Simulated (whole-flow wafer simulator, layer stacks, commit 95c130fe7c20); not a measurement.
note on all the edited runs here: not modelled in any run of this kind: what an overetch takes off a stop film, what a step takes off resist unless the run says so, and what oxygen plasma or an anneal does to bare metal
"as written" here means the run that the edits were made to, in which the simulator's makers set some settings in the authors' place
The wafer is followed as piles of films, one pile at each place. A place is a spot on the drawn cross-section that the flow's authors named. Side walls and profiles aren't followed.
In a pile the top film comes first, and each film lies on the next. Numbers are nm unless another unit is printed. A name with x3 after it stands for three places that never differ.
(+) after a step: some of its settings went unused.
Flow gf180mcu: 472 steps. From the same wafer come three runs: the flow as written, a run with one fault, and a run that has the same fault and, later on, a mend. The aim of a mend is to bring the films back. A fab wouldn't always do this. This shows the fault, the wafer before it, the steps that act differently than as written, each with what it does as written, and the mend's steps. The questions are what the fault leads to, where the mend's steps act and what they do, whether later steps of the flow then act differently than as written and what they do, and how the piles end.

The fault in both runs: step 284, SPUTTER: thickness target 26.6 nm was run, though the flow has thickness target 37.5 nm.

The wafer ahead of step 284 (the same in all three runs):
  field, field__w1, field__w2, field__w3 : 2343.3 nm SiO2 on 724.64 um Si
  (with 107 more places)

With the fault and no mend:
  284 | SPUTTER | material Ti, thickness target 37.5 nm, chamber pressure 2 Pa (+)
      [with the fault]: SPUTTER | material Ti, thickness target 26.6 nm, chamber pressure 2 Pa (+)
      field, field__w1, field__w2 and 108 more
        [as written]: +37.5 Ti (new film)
        [with the fault]: +26.6 Ti (new film)
  Later steps of the flow acting differently than as written:
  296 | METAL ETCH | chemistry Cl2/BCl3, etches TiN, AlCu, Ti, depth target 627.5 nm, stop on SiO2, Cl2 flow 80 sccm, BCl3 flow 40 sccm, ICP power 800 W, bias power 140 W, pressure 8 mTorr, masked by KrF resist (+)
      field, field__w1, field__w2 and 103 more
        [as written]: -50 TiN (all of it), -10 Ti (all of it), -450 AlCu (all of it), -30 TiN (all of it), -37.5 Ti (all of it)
        [with the fault]: -50 TiN (all of it), -10 Ti (all of it), -450 AlCu (all of it), -30 TiN (all of it), -26.6 Ti (all of it)
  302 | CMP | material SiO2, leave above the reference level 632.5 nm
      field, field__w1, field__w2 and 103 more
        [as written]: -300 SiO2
        [with the fault]: -310.9 SiO2
  The piles end different from the flow's at field__w8, contact, m1, m1__w1, m1_nw by more than 2% or 0.5 nm, whichever is larger.
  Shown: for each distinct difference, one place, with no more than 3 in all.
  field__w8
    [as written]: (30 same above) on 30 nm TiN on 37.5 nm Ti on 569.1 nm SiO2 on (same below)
    [with the fault]: (30 same above) on 30 nm TiN on 26.6 nm Ti on 569.1 nm SiO2 on (same below)
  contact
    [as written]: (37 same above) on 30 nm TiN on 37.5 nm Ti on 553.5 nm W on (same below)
    [with the fault]: (37 same above) on 30 nm TiN on 26.6 nm Ti on 553.5 nm W on (same below)

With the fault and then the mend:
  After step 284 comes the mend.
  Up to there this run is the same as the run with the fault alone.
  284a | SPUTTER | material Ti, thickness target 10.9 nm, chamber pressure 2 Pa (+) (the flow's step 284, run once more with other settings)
      field, field__w1, field__w2 and 108 more
        +10.9 Ti
  Every later step of the flow that is run acts as written at every place that is followed.
  The piles end the same as the flow's at every place that both follow.
